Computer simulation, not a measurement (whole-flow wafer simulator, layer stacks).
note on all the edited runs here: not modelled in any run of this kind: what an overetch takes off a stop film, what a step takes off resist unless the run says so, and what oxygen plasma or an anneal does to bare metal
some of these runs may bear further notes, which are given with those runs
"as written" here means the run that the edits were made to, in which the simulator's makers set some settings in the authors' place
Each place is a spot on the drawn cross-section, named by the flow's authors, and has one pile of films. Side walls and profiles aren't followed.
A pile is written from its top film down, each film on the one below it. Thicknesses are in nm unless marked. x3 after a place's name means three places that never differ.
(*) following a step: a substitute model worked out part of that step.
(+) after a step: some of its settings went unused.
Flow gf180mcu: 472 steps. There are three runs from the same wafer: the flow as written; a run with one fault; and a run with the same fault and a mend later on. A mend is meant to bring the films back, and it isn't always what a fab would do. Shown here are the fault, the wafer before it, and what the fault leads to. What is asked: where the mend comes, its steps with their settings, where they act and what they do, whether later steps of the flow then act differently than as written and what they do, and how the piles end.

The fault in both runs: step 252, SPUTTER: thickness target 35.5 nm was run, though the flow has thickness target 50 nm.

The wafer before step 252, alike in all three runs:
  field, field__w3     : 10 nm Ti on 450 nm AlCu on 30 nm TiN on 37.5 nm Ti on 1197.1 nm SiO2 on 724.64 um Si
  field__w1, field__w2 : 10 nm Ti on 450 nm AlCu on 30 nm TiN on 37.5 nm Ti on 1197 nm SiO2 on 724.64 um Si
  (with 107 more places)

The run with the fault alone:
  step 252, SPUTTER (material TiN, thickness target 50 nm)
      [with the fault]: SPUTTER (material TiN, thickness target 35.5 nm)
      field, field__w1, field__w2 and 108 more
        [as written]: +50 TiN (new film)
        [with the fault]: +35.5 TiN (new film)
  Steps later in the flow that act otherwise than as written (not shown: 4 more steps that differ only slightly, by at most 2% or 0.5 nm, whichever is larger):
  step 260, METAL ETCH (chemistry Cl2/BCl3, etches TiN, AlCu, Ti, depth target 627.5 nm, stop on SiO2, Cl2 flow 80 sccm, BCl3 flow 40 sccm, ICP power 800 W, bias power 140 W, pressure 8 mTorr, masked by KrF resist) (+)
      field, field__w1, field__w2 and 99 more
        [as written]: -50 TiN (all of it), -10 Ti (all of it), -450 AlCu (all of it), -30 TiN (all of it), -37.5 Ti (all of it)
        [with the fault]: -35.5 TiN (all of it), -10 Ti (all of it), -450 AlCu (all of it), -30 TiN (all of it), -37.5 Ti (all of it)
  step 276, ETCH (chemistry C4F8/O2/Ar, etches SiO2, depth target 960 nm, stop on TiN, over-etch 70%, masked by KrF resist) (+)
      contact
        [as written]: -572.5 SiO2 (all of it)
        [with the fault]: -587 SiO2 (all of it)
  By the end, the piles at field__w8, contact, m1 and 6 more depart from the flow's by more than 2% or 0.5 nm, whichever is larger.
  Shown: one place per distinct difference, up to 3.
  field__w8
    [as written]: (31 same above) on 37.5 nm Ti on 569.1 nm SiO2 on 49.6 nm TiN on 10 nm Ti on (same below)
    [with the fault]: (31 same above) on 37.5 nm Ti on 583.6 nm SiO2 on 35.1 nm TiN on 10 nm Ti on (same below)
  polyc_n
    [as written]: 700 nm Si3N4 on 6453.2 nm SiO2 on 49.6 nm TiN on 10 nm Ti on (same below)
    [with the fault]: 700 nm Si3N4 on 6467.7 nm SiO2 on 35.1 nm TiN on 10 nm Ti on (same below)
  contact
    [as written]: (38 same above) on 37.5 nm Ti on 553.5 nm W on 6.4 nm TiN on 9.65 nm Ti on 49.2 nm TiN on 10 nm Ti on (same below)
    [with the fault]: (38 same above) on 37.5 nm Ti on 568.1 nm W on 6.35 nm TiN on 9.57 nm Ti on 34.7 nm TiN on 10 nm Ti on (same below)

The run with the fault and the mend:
  After step 259 comes the mend.
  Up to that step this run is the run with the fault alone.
  step 259a, STRIP (chemistry O2/N2, power 2160 W, pressure 1700 mTorr) (*)
      field__w8, contact, m1 and 6 more
        -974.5 KrF resist (all of it)
  step 259b, SPUTTER (material TiN, thickness target 14.5 nm) (the flow's step 252 again, with other settings)
      field, field__w1, field__w2 and 108 more
        +14.5 TiN
  step 259c, HMDS (120 C, 60 s) (the flow's step 254 again)
      leaves every film unchanged at each place that is followed
  step 259d, COAT (KrF resist, thickness 1000 nm) (the flow's step 255 again)
      field, field__w1, field__w2 and 108 more
        +1000 KrF resist (new film)
  step 259e, SOFTBAKE (KrF resist) (the flow's step 256 again)
      leaves every film unchanged at each place that is followed
  step 259f, EXPOSE (photomask Metal1) (the flow's step 257 again)
      leaves every film unchanged at each place that is followed
  step 259g, PEB (KrF resist, 135 C, 90 s) (the flow's step 258 again)
      field, field__w1, field__w2 and 108 more
        -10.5 KrF resist
  step 259h, DEVELOP (thickness 1000 nm, 60 s) (the flow's step 259 again)
      field, field__w1, field__w2 and 99 more
        -989.5 KrF resist (all of it)
      field__w8, contact, m1 and 6 more
        -14.9 KrF resist
  Later steps of the flow that are run all act as written at every place that is followed.
  The piles end the same as the flow's at every place that both follow.
